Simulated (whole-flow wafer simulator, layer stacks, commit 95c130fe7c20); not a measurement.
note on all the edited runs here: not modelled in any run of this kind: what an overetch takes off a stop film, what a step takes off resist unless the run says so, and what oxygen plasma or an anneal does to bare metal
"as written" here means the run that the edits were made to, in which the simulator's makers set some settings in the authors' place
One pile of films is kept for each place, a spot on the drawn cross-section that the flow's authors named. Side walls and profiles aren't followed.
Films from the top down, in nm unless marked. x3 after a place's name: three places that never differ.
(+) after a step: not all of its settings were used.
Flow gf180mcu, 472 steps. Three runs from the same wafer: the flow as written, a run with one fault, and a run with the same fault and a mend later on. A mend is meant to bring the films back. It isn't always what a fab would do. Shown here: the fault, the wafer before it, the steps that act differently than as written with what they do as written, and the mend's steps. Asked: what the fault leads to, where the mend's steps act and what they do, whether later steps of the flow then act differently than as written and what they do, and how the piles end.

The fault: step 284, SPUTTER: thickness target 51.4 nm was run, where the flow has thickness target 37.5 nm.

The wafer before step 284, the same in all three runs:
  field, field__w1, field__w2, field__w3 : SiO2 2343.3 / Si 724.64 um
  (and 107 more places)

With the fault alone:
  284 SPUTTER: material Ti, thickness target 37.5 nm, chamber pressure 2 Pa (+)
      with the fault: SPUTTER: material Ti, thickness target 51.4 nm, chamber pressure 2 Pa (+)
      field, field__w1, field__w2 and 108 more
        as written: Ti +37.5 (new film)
        with the fault: Ti +51.4 (new film)
  Later steps of the flow that act differently than as written:
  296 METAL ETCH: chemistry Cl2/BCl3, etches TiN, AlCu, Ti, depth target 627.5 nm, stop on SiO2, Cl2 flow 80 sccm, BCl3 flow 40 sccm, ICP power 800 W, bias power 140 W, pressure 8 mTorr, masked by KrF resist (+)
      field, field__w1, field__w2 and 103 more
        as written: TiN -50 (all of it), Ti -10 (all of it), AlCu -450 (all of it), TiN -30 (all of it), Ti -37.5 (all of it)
        with the fault: TiN -50 (all of it), Ti -10 (all of it), AlCu -450 (all of it), TiN -30 (all of it), Ti -51.4 (all of it)
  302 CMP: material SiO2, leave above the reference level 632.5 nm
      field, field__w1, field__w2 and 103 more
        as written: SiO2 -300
        with the fault: SiO2 -286.1
  At the end the piles differ from the flow's by more than 2% or 0.5 nm, whichever is larger, at field__w8, contact, m1, m1__w1, m1_nw.
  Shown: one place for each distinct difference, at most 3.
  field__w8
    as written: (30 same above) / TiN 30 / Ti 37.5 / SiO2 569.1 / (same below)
    with the fault: (30 same above) / TiN 30 / Ti 51.4 / SiO2 569.1 / (same below)
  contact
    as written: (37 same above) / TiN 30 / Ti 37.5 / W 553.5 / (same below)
    with the fault: (37 same above) / TiN 30 / Ti 51.4 / W 553.5 / (same below)

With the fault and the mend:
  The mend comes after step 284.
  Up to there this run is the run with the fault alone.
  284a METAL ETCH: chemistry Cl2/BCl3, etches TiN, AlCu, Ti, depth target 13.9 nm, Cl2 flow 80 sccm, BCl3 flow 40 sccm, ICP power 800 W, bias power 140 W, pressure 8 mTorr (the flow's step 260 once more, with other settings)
      field, field__w1, field__w2 and 108 more
        Ti -13.9
  No later step of the flow acts differently than as written at any place that is followed.
  At the end the piles are the same as the flow's at every place that both follow.
